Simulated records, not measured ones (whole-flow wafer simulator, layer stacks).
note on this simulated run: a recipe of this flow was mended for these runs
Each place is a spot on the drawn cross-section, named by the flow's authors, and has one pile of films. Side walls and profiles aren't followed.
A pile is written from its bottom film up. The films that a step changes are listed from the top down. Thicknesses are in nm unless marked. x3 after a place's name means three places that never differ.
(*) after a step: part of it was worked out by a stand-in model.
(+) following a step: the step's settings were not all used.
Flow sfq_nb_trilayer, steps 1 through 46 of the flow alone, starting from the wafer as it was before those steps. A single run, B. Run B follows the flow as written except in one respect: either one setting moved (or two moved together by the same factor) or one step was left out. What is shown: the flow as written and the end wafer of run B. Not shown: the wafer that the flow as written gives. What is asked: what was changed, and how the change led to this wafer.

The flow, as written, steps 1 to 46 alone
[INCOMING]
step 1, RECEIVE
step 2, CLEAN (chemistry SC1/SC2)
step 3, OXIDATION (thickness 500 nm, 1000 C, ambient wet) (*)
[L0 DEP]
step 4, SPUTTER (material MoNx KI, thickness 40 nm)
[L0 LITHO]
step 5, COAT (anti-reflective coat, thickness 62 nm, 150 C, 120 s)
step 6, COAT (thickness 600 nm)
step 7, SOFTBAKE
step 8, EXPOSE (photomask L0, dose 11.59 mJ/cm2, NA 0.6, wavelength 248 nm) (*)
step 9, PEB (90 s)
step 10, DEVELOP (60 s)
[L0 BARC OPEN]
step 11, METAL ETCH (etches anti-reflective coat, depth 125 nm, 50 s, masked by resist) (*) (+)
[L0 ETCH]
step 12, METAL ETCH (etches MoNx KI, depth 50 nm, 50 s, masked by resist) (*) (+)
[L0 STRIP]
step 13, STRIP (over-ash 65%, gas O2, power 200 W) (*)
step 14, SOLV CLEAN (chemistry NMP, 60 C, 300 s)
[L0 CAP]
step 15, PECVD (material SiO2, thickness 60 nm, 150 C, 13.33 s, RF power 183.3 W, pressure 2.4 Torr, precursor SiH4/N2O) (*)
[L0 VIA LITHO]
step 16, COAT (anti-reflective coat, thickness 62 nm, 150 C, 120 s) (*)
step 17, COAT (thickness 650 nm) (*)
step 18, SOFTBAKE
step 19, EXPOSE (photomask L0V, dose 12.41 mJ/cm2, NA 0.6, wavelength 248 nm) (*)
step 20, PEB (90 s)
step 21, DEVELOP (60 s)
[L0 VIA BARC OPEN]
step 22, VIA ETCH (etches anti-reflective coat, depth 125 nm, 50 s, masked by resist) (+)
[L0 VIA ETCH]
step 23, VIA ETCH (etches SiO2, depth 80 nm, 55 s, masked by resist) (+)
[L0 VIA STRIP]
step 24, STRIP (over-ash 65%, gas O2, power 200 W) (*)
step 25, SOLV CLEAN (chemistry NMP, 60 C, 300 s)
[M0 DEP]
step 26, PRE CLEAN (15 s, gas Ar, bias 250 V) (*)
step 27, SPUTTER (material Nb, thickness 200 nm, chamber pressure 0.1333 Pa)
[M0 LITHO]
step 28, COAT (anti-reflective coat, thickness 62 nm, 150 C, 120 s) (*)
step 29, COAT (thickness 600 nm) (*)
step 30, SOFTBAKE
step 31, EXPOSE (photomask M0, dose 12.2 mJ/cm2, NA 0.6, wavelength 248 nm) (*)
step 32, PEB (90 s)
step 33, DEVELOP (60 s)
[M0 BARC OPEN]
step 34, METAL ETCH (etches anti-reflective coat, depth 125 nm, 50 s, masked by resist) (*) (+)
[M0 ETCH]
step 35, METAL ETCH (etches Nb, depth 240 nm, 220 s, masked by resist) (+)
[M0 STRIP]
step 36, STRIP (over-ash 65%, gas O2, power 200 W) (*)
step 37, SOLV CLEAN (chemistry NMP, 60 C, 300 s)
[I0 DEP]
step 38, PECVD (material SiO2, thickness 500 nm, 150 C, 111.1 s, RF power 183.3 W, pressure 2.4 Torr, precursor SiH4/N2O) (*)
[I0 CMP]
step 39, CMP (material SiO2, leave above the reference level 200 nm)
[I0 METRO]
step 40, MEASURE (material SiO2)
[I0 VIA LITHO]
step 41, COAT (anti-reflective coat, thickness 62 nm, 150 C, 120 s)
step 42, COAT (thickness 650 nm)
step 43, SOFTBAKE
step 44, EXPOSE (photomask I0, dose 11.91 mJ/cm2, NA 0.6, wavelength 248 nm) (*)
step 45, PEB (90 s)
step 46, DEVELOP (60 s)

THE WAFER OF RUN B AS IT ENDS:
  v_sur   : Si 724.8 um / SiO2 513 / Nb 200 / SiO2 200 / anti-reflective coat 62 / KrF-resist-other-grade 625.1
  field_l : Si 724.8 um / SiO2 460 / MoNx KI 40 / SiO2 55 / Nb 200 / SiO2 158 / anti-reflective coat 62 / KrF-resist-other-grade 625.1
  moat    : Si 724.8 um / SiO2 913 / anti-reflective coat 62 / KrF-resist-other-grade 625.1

Cause: step 3, OXIDATION: 988 C was run, whereas the flow has 1000 C.

How this came from the change, step by step:
  step 3, OXIDATION (thickness 500 nm, 1000 C, ambient wet) (*)
      field_l, v_sur, via_wl and 103 more: +460 SiO2 (new film), -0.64 chemical SiO2 (all of it), -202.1 Si (as written it would have been: +500 SiO2 (new film), -0.64 chemical SiO2 (all of it), -219.7 Si)
